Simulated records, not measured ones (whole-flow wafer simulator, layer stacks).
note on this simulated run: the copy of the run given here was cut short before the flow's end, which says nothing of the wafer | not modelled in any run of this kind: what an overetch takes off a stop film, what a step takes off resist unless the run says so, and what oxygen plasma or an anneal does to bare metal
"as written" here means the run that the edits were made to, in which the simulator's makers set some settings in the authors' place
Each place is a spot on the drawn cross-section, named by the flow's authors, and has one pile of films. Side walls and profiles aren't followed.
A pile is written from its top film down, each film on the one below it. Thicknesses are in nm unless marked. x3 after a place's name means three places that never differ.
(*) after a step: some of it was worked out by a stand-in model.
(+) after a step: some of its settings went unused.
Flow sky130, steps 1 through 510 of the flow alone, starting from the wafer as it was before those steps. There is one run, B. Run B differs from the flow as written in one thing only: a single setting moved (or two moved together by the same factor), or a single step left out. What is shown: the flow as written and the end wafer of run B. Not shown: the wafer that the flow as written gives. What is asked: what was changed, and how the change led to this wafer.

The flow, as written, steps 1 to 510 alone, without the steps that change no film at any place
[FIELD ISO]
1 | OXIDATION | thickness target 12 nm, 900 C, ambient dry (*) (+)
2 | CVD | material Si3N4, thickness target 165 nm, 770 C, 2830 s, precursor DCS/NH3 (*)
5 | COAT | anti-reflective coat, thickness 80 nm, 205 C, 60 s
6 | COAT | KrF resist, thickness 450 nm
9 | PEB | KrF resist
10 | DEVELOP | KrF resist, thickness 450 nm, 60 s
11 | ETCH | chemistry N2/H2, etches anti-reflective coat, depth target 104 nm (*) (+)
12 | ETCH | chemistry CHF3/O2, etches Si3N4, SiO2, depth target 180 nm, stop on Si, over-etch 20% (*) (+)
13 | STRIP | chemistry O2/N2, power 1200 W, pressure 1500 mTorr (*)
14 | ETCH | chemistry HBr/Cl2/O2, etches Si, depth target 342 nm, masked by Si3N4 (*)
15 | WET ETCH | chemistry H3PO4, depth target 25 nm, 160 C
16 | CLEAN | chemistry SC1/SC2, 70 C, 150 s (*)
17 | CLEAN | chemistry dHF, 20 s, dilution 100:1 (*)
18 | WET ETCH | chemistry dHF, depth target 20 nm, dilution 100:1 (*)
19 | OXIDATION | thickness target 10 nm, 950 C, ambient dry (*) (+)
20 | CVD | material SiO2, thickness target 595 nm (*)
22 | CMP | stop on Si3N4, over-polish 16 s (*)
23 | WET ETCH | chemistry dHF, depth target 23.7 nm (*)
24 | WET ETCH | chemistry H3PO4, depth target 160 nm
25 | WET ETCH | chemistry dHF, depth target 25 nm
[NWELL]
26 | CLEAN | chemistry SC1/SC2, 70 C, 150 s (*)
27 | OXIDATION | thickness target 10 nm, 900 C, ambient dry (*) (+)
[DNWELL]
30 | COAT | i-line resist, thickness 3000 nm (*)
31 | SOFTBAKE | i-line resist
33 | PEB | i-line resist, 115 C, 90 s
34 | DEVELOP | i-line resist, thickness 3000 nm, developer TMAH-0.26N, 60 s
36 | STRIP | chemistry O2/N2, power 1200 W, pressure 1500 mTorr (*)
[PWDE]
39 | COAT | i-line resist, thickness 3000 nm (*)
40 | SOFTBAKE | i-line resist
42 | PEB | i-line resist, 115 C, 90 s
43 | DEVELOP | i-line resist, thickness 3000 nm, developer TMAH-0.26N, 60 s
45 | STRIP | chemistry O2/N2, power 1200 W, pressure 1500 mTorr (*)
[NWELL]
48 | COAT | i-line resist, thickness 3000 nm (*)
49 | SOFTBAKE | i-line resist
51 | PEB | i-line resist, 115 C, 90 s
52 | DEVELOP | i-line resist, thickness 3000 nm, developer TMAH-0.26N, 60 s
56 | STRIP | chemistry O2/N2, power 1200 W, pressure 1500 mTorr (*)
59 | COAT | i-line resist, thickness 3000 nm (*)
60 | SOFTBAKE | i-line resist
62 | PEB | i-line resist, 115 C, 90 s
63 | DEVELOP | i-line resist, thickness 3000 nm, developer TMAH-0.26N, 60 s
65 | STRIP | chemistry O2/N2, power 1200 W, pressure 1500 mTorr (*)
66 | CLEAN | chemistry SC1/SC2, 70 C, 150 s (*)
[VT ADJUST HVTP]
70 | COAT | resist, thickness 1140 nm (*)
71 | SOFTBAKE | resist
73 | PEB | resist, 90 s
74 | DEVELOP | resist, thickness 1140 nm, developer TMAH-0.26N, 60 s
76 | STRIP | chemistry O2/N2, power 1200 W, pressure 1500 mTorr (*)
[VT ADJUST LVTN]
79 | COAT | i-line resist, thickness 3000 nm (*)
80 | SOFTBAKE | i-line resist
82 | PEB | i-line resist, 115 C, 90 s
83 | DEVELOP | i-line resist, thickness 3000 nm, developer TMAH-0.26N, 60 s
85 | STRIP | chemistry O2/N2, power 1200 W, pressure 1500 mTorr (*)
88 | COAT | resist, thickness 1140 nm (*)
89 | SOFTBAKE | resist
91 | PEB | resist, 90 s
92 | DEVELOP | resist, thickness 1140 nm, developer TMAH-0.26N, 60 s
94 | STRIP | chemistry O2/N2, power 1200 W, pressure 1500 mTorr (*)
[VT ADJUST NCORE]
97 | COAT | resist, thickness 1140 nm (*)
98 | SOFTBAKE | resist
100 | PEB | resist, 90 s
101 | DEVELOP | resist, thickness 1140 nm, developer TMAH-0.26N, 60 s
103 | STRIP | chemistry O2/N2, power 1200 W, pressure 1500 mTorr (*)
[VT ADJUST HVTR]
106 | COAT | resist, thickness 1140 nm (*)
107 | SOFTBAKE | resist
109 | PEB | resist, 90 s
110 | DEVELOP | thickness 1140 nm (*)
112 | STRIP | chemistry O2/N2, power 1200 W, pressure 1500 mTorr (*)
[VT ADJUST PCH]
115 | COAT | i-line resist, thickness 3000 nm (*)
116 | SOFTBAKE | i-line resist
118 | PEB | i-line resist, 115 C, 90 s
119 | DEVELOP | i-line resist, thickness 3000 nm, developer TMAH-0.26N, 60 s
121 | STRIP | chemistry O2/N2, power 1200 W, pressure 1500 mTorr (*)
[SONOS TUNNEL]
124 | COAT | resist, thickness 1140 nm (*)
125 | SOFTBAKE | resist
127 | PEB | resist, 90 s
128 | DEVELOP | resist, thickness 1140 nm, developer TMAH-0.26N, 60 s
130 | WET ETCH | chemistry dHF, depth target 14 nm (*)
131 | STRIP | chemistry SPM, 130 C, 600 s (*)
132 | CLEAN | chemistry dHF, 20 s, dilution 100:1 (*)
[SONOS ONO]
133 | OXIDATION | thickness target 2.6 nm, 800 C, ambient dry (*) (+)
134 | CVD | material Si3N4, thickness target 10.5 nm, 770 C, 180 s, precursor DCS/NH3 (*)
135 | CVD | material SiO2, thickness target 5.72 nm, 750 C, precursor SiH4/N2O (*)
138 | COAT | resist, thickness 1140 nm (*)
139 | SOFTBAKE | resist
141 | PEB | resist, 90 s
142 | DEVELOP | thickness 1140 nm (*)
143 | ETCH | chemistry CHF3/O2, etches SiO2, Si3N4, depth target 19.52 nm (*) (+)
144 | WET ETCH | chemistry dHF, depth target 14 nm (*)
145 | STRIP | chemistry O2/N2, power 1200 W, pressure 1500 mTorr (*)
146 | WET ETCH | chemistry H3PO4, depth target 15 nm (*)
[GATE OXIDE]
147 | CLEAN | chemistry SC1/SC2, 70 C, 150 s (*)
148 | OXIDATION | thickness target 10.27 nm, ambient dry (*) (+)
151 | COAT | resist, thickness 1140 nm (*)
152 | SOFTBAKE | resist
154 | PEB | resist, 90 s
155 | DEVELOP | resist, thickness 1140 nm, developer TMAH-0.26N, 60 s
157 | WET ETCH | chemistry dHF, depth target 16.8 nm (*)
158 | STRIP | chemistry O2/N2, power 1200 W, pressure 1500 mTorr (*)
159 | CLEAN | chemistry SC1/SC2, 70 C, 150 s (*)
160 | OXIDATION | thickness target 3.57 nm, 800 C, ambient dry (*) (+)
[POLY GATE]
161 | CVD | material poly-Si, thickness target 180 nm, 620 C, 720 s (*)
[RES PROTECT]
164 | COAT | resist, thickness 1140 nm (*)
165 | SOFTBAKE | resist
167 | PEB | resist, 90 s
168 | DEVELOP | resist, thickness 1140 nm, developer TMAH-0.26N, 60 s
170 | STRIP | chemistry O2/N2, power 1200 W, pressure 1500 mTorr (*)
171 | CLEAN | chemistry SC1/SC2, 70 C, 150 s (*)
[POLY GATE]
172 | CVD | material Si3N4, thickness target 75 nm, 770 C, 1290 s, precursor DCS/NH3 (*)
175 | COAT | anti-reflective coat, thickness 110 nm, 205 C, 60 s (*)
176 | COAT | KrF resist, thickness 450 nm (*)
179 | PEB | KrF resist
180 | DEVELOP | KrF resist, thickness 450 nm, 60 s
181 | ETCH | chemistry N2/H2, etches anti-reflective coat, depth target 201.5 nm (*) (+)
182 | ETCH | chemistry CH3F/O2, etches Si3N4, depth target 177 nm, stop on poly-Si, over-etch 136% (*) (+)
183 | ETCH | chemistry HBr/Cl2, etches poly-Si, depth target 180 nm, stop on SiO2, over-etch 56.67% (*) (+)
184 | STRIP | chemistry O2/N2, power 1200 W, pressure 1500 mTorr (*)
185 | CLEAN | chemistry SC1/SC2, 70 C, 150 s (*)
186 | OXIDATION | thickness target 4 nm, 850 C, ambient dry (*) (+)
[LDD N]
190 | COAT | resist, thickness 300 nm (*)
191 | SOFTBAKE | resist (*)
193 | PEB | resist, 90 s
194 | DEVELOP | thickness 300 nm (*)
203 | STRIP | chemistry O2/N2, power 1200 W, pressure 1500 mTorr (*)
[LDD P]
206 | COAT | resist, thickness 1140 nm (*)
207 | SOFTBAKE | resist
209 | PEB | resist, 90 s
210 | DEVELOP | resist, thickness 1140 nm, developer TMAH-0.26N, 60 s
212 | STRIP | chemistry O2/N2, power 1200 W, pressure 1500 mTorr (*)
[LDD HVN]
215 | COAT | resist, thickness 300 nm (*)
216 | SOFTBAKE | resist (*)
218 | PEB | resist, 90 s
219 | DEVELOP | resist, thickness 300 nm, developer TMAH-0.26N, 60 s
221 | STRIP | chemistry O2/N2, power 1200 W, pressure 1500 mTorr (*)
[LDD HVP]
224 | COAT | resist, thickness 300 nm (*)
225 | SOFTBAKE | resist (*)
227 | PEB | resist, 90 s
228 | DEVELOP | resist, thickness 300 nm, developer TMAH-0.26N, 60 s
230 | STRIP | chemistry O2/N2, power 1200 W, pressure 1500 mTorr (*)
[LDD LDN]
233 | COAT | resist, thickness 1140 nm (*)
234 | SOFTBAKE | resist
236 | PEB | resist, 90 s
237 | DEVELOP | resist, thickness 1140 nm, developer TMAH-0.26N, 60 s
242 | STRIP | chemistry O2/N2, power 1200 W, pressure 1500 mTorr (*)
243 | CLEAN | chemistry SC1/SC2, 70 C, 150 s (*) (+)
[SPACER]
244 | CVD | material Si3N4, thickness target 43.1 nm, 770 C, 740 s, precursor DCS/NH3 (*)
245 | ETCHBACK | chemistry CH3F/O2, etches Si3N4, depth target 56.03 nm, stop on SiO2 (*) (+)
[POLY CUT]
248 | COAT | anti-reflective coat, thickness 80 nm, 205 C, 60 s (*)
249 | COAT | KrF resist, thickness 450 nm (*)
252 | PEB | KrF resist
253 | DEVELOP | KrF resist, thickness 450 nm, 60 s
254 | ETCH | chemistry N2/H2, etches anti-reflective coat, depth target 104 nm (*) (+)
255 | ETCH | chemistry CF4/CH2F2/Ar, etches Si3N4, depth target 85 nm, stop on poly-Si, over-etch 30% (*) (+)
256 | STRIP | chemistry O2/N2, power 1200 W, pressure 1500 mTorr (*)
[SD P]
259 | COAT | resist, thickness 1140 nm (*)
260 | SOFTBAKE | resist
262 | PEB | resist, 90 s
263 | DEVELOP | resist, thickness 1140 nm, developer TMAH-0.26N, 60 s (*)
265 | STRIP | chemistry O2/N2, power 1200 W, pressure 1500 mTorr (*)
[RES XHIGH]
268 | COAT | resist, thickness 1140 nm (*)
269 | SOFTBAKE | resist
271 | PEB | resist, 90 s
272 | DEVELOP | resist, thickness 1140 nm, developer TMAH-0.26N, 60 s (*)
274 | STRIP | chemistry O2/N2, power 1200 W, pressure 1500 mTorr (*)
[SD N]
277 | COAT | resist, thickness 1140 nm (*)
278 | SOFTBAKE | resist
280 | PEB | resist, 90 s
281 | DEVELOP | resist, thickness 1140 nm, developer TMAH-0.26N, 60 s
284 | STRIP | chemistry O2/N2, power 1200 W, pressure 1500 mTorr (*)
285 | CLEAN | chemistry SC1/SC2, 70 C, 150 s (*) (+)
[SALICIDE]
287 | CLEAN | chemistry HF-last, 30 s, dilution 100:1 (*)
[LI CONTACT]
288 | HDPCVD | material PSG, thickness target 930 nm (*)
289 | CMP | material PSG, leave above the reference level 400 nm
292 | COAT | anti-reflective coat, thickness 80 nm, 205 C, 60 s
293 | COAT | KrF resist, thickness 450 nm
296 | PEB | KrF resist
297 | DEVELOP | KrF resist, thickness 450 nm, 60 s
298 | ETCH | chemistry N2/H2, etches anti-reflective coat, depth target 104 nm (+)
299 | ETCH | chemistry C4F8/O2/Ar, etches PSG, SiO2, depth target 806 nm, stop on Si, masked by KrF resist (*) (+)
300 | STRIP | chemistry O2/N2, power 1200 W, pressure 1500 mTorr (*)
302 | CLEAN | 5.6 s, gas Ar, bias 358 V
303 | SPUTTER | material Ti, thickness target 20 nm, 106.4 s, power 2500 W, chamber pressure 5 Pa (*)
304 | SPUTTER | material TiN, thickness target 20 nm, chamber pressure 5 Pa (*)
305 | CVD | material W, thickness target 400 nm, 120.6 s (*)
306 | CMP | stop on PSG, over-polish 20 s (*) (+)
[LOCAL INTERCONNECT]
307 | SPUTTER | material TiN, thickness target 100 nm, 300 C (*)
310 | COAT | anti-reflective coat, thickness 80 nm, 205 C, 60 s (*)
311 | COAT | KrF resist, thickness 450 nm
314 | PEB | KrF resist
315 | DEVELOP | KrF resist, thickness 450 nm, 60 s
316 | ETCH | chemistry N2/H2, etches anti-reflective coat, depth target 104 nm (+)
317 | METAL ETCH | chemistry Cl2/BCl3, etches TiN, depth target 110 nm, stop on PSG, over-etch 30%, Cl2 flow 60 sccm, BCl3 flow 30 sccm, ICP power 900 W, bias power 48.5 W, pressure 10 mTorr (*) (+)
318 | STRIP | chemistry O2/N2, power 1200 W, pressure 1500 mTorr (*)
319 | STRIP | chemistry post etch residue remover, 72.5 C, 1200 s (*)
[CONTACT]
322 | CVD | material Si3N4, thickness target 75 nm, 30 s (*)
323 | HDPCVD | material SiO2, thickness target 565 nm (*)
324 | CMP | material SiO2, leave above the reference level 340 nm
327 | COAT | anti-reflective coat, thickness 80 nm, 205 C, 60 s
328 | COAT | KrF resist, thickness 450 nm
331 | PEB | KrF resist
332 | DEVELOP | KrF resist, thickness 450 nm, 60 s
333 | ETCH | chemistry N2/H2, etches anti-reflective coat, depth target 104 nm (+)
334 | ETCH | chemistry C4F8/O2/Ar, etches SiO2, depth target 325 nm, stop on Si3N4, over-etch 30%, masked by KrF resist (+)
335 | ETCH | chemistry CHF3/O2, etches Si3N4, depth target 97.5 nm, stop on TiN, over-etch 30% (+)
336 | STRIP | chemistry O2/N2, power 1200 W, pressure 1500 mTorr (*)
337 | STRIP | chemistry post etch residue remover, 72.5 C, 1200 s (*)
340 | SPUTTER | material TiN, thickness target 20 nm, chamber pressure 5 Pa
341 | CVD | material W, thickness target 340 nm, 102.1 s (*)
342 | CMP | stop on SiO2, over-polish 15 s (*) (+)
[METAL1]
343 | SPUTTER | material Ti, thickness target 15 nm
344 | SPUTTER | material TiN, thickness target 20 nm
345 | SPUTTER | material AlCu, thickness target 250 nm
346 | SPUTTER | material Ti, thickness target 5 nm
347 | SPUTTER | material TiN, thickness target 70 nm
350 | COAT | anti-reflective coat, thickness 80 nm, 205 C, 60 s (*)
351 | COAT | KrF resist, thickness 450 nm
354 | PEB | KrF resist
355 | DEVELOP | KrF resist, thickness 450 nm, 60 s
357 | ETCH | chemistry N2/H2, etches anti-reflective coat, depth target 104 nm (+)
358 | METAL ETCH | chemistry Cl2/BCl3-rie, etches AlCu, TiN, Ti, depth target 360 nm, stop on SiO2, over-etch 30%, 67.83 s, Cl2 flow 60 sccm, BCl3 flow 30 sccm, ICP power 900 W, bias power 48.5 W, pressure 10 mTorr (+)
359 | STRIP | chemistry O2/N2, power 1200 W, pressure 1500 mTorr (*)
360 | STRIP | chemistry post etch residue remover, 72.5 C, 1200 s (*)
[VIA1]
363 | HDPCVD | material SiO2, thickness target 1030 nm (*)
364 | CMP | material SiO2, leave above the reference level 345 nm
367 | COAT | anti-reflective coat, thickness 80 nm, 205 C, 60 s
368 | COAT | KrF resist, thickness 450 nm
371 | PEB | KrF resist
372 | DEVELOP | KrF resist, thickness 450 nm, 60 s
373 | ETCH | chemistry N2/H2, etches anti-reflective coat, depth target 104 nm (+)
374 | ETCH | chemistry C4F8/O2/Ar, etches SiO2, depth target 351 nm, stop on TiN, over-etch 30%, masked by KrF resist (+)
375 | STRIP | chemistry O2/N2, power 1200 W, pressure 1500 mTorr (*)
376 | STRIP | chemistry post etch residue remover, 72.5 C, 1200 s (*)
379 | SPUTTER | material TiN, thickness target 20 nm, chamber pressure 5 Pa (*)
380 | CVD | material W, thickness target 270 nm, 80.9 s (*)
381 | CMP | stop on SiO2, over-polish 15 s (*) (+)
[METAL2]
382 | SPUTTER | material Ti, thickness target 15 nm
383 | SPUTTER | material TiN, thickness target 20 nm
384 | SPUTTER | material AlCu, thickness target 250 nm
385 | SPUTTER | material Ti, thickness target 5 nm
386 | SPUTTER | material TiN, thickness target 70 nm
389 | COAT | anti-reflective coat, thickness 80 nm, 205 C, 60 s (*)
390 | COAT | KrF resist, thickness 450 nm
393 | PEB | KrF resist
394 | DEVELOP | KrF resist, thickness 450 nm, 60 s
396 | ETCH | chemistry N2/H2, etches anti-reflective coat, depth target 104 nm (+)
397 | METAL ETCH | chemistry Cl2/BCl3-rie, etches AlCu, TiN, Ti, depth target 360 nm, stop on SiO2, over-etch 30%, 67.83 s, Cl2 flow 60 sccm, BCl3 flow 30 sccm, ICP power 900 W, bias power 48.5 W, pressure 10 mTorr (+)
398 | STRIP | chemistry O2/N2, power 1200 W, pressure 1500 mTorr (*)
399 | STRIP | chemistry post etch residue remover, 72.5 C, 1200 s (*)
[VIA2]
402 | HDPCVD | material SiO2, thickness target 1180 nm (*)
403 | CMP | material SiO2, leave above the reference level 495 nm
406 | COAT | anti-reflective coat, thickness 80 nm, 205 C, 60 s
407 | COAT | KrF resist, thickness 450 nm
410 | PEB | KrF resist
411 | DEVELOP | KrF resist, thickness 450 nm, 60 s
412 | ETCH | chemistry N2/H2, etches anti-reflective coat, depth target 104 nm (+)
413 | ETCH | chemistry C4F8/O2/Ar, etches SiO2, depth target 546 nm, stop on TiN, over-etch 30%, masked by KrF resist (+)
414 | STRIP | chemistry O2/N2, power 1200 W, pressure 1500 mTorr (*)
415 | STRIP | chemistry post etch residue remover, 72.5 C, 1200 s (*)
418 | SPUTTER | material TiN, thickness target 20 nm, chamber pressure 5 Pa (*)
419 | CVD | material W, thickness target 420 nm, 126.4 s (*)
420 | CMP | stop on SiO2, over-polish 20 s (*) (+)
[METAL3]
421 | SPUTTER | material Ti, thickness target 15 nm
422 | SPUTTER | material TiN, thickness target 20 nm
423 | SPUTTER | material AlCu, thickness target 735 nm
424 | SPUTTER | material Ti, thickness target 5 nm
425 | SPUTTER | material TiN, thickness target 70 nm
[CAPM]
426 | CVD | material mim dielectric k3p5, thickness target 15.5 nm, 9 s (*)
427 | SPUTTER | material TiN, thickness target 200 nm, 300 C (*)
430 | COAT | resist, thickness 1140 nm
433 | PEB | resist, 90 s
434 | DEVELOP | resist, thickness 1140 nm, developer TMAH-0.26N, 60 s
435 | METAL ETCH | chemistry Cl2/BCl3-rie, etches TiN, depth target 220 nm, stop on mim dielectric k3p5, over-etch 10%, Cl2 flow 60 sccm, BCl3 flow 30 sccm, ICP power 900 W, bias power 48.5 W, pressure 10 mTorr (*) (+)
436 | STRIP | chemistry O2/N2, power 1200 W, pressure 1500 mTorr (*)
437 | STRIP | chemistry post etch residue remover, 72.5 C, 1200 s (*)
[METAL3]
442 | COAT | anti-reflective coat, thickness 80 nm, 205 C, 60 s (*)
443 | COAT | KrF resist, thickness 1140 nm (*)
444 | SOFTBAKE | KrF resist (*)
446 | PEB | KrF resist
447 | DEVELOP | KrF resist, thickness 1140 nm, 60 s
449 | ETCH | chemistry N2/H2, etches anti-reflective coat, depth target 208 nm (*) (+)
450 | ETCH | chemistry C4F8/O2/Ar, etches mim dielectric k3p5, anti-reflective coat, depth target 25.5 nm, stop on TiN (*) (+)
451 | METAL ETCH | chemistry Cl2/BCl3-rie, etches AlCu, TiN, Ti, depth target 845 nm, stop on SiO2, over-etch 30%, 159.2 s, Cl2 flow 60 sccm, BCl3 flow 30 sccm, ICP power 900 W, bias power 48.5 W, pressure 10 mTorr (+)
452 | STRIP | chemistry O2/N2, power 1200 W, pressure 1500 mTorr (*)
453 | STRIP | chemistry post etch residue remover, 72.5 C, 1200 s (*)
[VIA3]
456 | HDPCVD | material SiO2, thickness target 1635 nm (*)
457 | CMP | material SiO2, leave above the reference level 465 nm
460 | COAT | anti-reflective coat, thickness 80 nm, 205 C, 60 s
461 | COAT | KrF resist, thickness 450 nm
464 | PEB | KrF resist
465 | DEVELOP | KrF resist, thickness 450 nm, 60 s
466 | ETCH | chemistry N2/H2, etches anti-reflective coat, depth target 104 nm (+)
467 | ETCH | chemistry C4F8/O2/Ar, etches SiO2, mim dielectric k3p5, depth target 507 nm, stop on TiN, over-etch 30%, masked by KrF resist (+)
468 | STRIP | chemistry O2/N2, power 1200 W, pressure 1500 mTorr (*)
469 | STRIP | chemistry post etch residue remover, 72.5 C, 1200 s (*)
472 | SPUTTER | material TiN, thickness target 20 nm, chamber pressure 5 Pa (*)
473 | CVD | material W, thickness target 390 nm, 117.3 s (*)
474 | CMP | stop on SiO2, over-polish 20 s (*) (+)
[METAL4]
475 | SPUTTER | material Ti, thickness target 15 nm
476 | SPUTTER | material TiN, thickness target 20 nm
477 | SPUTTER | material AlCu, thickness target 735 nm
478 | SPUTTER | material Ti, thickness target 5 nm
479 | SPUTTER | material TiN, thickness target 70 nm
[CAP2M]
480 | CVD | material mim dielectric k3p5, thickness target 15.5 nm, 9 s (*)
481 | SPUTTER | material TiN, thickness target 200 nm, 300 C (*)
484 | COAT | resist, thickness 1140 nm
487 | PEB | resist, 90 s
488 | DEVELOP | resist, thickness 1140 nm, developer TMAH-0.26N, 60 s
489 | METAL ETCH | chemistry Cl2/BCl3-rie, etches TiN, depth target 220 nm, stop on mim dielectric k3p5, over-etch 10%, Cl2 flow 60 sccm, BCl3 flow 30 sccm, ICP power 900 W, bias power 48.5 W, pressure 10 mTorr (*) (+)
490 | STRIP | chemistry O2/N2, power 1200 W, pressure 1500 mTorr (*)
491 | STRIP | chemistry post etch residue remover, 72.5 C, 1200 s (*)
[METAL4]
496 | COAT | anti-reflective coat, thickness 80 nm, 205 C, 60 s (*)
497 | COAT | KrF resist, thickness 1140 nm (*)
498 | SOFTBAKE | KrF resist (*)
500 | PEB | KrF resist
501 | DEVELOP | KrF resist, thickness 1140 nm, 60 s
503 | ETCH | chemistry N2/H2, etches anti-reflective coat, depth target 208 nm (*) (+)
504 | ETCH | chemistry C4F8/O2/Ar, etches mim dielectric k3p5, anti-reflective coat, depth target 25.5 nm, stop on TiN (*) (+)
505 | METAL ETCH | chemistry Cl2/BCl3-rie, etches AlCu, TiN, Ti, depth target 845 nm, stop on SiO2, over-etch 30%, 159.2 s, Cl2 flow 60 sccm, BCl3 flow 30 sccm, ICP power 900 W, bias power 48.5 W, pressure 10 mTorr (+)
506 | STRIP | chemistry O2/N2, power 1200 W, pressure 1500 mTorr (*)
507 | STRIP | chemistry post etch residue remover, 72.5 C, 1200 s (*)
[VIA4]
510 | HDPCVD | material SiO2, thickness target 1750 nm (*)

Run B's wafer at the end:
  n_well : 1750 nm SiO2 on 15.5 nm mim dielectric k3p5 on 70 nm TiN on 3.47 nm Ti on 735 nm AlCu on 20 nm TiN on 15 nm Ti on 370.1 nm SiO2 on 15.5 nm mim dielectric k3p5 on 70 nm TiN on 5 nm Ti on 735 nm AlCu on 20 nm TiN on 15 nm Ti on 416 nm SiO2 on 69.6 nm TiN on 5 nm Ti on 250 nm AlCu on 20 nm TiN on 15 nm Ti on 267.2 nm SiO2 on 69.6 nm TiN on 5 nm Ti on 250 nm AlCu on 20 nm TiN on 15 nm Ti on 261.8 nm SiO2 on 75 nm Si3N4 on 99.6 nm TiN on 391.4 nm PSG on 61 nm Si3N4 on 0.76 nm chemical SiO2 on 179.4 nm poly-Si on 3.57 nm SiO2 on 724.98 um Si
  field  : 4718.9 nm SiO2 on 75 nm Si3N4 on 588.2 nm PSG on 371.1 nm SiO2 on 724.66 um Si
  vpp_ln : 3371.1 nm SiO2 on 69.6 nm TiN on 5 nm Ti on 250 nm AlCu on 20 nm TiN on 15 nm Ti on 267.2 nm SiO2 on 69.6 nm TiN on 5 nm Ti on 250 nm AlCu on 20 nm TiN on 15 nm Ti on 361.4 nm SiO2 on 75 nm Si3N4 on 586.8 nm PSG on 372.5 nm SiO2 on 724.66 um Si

What caused this: step 478, SPUTTER: thickness target 3.47 nm was run, while the flow as written has thickness target 5 nm.
The wafer itself shows it: n_well has Ti 3.47, and step 478 as written asks for 5 nm.

How this came from the change, step by step:
  478 | SPUTTER | material Ti, thickness target 5 nm
      field, active, n_well and 189 more: +3.47 Ti (new film) (as written it would have been: +5 Ti (new film))
  505 | METAL ETCH | chemistry Cl2/BCl3-rie, etches AlCu, TiN, Ti, depth target 845 nm, stop on SiO2, over-etch 30%, 159.2 s, Cl2 flow 60 sccm, BCl3 flow 30 sccm, ICP power 900 W, bias power 48.5 W, pressure 10 mTorr (+)
      field, active, gate and 70 more: -70 TiN (all of it), -3.47 Ti (all of it), -735 AlCu (all of it), -20 TiN (all of it), -15 Ti (all of it), -25.5 SiO2 (as written it would have been: -70 TiN (all of it), -5 Ti (all of it), -735 AlCu (all of it), -20 TiN (all of it), -15 Ti (all of it), -25.4 SiO2)
      vpp_iso1, mim_edge_plate, m1_ln and 12 more: -70 TiN (all of it), -3.47 Ti (all of it), -735 AlCu (all of it), -20 TiN (all of it), -15 Ti (all of it), -25.5 SiO2 (as written it would have been: -70 TiN (all of it), -5 Ti (all of it), -735 AlCu (all of it), -20 TiN (all of it), -15 Ti (all of it), -25.3 SiO2)
